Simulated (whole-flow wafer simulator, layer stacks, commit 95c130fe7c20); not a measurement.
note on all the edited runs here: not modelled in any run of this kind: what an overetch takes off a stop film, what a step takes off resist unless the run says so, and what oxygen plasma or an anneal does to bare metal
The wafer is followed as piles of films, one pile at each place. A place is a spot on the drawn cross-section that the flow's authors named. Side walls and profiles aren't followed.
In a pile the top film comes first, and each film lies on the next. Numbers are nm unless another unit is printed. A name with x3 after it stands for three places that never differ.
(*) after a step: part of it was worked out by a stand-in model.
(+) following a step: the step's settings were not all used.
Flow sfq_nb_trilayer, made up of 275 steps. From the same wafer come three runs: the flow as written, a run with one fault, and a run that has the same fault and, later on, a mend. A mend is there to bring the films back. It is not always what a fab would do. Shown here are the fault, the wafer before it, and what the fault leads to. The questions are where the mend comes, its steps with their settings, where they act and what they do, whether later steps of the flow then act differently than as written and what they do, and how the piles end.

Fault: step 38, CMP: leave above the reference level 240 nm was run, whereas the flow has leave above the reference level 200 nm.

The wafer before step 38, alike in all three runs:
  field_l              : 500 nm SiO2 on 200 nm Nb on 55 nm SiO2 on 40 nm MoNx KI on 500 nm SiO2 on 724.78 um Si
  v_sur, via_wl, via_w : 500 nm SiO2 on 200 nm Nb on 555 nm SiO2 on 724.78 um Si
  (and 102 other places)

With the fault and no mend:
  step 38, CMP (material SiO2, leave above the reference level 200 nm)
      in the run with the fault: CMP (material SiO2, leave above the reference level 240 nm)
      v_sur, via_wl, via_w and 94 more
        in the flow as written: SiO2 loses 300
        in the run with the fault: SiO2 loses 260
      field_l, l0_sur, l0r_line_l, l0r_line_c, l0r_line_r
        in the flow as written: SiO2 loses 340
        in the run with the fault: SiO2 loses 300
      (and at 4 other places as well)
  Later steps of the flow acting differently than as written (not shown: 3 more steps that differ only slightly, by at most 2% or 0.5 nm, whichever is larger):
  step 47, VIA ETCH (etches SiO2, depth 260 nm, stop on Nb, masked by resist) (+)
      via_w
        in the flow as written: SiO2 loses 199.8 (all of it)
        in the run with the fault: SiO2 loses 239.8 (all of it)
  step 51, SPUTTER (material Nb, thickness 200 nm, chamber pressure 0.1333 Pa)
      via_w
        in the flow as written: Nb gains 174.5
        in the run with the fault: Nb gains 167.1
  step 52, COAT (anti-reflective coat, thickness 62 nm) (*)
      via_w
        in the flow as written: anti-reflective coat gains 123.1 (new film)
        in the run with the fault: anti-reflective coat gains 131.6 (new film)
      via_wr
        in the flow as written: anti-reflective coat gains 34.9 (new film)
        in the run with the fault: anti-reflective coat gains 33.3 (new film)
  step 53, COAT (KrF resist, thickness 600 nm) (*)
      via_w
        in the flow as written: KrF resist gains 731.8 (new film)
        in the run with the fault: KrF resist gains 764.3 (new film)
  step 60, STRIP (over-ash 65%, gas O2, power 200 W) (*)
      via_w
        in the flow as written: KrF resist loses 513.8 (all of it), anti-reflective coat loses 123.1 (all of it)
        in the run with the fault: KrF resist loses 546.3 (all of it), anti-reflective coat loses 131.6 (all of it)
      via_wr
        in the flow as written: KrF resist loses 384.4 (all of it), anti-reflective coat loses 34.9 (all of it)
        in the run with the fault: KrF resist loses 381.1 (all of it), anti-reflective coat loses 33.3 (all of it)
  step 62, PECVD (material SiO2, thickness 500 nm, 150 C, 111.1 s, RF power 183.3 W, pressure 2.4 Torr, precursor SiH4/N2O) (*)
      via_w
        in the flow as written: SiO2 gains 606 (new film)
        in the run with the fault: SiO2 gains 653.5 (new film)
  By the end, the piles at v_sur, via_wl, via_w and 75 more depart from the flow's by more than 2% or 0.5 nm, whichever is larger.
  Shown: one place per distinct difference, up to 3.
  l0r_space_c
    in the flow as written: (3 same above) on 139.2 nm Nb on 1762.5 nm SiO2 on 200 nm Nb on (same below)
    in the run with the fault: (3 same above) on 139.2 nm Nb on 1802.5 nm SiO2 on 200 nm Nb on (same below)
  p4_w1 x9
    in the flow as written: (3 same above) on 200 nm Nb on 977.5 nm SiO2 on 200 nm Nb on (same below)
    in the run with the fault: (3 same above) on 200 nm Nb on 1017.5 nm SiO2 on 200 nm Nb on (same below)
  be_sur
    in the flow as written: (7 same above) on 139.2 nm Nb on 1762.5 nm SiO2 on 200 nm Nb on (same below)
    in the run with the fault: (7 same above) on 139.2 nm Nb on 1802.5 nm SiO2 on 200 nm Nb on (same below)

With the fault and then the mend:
  After step 45 comes the mend.
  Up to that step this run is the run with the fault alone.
  step 45a, STRIP (over-ash 65%, gas O2, power 200 W) (*)
      field_l, v_sur, via_wl and 102 more
        KrF resist loses 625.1 (all of it), anti-reflective coat loses 62 (all of it)
      via_w
        anti-reflective coat loses 62 (all of it)
  step 45b, CMP (material SiO2, leave above the reference level 200 nm) (the flow's step 38 again)
      field_l, v_sur, via_wl and 103 more
        SiO2 loses 40
  step 45c, COAT (anti-reflective coat, thickness 62 nm) (the flow's step 40 again)
      field_l, v_sur, via_wl and 103 more
        anti-reflective coat gains 62 (new film)
  step 45d, COAT (KrF resist, thickness 650 nm) (the flow's step 41 again)
      field_l, v_sur, via_wl and 103 more
        KrF resist gains 650 (new film)
  step 45e, SOFTBAKE (KrF resist) (the flow's step 42 again)
      leaves every film unchanged at each place that is followed
  step 45f, EXPOSE (photomask I0, dose 11.91 mJ/cm2, NA 0.6, wavelength 248 nm) (*) (the flow's step 43 again)
      leaves every film unchanged at each place that is followed
  step 45g, PEB (KrF resist, 90 s) (the flow's step 44 again)
      field_l, v_sur, via_wl and 103 more
        KrF resist loses 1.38
  step 45h, DEVELOP (KrF resist, thickness 650 nm, 60 s) (the flow's step 45 again)
      field_l, v_sur, via_wl and 102 more
        KrF resist loses 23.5
      via_w
        KrF resist loses 648.6 (all of it)
  Every later step of the flow that is run acts as written at every place that is followed.
  At every place that both follow, the piles at the end match the flow's.
